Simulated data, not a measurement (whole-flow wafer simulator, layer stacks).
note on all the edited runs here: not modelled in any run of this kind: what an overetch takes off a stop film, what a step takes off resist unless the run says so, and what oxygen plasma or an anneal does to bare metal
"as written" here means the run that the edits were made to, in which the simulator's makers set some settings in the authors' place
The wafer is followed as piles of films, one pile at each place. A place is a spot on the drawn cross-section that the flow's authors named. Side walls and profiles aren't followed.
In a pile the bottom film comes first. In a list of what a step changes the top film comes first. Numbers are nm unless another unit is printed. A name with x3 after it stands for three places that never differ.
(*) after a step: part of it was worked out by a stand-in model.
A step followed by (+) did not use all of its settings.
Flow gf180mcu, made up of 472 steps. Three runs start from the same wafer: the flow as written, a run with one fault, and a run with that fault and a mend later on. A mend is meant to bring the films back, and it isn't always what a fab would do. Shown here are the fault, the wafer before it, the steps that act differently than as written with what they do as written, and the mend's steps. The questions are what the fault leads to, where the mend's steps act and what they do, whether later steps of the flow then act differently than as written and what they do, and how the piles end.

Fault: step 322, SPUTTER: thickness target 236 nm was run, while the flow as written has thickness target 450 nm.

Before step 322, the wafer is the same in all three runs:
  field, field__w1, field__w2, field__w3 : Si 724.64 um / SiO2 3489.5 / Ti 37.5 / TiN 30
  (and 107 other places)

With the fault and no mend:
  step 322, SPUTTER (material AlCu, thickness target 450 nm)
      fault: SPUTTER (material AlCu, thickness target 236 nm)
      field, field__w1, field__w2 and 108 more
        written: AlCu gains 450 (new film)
        fault: AlCu gains 236 (new film)
  Steps further on in the flow that do not act as written:
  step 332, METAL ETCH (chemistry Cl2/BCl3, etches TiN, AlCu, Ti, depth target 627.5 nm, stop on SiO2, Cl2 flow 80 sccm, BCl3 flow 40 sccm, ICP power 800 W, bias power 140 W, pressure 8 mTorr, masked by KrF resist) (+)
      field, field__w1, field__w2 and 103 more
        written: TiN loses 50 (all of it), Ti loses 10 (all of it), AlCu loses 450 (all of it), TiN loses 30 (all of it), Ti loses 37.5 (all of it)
        fault: TiN loses 50 (all of it), Ti loses 10 (all of it), AlCu loses 236 (all of it), TiN loses 30 (all of it), Ti loses 37.5 (all of it)
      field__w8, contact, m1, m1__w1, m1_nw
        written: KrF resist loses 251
        fault: KrF resist loses 218.1
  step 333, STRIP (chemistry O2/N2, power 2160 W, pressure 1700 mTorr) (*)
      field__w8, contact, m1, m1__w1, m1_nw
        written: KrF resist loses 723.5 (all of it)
        fault: KrF resist loses 756.4 (all of it)
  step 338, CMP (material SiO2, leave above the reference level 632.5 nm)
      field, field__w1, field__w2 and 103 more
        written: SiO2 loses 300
        fault: SiO2 loses 514
  At field, field__w1, field__w2 and 109 more, the piles at the end differ from the flow's by more than 2% or 0.5 nm, whichever is larger.
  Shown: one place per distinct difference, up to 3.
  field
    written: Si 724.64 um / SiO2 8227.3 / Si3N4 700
    fault: Si 724.64 um / SiO2 8013.3 / Si3N4 700
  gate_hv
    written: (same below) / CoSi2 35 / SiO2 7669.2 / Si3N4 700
    fault: (same below) / CoSi2 35 / SiO2 7455.2 / Si3N4 700
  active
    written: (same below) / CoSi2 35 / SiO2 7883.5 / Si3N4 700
    fault: (same below) / CoSi2 35 / SiO2 7669.5 / Si3N4 700

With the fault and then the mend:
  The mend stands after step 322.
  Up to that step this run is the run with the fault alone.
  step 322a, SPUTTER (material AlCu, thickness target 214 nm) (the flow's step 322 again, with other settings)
      field, field__w1, field__w2 and 108 more
        AlCu gains 214
  Every later step of the flow that is run acts as written at every place that is followed.
  By the end, the piles equal the flow's at every place that both follow.
